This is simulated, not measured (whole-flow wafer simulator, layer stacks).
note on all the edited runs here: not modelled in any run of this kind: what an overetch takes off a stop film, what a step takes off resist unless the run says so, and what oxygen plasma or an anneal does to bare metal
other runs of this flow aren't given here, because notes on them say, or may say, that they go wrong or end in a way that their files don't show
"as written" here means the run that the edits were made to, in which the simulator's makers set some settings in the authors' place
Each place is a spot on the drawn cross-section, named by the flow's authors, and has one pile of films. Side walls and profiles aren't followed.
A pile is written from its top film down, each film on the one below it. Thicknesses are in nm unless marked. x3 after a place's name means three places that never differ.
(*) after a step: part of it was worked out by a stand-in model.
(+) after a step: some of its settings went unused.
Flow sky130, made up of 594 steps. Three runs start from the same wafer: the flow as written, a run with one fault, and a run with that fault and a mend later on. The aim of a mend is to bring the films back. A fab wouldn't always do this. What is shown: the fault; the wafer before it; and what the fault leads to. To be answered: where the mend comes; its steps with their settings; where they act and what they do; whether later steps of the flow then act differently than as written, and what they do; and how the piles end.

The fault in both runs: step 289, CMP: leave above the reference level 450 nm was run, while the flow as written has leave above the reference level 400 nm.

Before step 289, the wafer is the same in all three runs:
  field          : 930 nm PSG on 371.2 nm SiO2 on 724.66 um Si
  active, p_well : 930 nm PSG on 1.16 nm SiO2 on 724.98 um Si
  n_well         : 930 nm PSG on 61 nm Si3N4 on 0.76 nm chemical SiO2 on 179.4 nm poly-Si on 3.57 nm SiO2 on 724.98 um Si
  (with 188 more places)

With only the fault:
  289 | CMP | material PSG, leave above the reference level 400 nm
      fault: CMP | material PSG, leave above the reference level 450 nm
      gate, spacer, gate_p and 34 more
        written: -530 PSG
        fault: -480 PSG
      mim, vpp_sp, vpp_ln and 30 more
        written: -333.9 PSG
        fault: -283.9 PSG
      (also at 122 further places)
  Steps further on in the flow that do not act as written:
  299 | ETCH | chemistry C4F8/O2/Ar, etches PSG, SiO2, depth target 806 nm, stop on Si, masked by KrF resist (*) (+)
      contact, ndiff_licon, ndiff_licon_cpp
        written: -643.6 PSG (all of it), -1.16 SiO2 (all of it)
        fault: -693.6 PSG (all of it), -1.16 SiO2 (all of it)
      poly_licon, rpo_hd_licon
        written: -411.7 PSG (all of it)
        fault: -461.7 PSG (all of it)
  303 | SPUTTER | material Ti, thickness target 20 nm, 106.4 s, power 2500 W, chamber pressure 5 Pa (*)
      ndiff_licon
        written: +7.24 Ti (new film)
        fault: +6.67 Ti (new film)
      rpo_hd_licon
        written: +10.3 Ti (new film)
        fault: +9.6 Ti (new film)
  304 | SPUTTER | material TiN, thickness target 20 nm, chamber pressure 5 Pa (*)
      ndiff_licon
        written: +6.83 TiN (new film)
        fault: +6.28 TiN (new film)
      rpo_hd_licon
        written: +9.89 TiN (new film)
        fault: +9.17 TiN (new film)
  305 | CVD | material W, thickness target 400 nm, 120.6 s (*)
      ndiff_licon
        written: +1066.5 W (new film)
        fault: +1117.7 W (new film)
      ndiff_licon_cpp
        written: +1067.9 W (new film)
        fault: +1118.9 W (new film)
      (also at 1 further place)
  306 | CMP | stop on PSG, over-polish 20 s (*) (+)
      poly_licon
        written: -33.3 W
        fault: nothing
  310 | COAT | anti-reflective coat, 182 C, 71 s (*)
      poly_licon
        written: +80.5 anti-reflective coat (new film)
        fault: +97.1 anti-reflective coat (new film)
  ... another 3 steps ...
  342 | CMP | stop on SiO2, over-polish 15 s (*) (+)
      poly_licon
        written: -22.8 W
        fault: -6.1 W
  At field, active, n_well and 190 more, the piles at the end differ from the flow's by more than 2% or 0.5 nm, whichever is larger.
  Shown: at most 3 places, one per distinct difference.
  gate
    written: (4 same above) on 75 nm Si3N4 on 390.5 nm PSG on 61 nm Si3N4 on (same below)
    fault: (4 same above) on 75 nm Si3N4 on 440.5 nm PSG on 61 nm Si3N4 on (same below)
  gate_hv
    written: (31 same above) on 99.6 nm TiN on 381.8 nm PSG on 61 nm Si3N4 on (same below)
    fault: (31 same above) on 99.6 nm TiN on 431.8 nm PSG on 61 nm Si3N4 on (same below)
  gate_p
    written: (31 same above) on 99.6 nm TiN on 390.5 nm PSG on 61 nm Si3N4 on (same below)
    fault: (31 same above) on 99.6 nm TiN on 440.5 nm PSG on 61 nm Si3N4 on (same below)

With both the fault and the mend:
  The mend stands after step 289.
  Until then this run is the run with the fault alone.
  289a | CMP | material PSG, leave above the reference level 400 nm (a further turn of the flow's step 289)
      field, active, n_well and 189 more
        -50 PSG
  Later steps of the flow that are run all act as written at every place that is followed.
  The piles end the same as the flow's at every place that both follow.
